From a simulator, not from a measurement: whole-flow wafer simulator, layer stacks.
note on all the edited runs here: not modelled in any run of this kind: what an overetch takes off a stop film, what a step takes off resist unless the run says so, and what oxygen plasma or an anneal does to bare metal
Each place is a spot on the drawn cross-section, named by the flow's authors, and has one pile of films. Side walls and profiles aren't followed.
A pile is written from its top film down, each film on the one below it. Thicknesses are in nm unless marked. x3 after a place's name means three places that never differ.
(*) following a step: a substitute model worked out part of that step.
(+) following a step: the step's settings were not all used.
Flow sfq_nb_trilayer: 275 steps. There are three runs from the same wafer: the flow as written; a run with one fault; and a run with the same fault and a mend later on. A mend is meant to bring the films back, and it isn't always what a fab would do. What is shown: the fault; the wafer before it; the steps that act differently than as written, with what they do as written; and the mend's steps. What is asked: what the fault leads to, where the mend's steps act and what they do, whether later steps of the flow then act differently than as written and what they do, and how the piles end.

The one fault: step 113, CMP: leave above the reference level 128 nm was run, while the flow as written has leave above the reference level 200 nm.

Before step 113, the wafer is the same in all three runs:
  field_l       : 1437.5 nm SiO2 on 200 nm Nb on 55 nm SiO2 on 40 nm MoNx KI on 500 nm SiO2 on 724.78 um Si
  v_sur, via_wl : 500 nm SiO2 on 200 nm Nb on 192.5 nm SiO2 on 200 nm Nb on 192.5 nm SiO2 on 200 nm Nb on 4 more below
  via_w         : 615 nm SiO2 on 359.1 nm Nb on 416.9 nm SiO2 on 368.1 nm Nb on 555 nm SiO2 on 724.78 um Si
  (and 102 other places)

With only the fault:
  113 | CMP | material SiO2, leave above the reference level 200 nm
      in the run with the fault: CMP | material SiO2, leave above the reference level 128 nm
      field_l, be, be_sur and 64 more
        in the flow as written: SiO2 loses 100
        in the run with the fault: SiO2 loses 172
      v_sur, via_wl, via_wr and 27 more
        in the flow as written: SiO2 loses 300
        in the run with the fault: SiO2 loses 372
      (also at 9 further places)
  Steps further on in the flow that do not act as written (not shown: 3 more steps that differ only slightly, by at most 2% or 0.5 nm, whichever is larger):
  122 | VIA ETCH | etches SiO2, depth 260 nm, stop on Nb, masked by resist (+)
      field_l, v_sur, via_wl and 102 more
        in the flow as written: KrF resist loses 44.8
        in the run with the fault: KrF resist loses 33.1
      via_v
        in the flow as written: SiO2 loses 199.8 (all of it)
        in the run with the fault: SiO2 loses 127.8 (all of it)
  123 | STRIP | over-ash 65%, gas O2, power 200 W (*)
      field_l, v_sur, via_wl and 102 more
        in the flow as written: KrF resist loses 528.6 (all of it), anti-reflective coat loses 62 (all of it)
        in the run with the fault: KrF resist loses 540.4 (all of it), anti-reflective coat loses 62 (all of it)
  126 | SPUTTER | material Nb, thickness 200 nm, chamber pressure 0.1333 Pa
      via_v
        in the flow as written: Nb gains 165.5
        in the run with the fault: Nb gains 181.4
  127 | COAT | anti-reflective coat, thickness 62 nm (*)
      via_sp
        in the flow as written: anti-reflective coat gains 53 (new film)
        in the run with the fault: anti-reflective coat gains 54.5 (new film)
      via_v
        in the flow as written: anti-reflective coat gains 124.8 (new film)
        in the run with the fault: anti-reflective coat gains 108.3 (new film)
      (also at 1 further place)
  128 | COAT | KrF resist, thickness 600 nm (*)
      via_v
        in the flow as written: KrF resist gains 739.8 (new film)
        in the run with the fault: KrF resist gains 680.2 (new film)
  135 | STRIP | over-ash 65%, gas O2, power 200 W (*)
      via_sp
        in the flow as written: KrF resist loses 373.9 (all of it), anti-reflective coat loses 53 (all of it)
        in the run with the fault: KrF resist loses 378.8 (all of it), anti-reflective coat loses 54.5 (all of it)
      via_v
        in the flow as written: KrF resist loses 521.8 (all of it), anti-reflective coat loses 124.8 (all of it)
        in the run with the fault: KrF resist loses 462.4 (all of it), anti-reflective coat loses 108.3 (all of it)
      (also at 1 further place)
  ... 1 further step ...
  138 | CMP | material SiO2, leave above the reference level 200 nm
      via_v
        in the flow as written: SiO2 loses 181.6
        in the run with the fault: SiO2 loses 157.1
  The piles end different from the flow's at field_l, v_sur, via_wl and 103 more by more than 2% or 0.5 nm, whichever is larger.
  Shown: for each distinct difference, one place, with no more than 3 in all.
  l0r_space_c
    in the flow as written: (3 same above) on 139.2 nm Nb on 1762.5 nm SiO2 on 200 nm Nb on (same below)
    in the run with the fault: (3 same above) on 139.2 nm Nb on 1690.5 nm SiO2 on 200 nm Nb on (same below)
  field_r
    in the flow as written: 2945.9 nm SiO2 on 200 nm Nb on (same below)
    in the run with the fault: 2873.9 nm SiO2 on 200 nm Nb on (same below)
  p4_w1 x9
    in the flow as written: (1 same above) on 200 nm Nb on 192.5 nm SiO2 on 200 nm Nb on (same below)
    in the run with the fault: (1 same above) on 200 nm Nb on 120.5 nm SiO2 on 200 nm Nb on (same below)

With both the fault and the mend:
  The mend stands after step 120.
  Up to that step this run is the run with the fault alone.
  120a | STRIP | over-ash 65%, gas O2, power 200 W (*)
      field_l, v_sur, via_wl and 102 more
        KrF resist loses 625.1 (all of it), anti-reflective coat loses 62 (all of it)
      via_v
        anti-reflective coat loses 62 (all of it)
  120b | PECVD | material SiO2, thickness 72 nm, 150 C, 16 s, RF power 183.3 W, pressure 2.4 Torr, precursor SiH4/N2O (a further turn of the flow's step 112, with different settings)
      field_l, v_sur, via_wl and 103 more
        SiO2 gains 72
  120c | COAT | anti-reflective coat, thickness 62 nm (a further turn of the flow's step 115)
      field_l, v_sur, via_wl and 103 more
        anti-reflective coat gains 62 (new film)
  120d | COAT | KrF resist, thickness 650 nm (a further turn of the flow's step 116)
      field_l, v_sur, via_wl and 103 more
        KrF resist gains 650 (new film)
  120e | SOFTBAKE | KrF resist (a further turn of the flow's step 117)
      leaves every film unchanged at each place that is followed
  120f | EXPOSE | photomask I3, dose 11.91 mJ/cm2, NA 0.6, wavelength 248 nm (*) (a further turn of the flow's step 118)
      leaves every film unchanged at each place that is followed
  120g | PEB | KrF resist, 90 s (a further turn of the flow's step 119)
      field_l, v_sur, via_wl and 103 more
        KrF resist loses 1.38
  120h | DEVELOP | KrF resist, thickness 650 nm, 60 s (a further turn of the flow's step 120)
      field_l, v_sur, via_wl and 102 more
        KrF resist loses 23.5
      via_v
        KrF resist loses 648.6 (all of it)
  Every later step of the flow that is run acts as written at every place that is followed.
  The piles end the same as the flow's at every place that both follow.
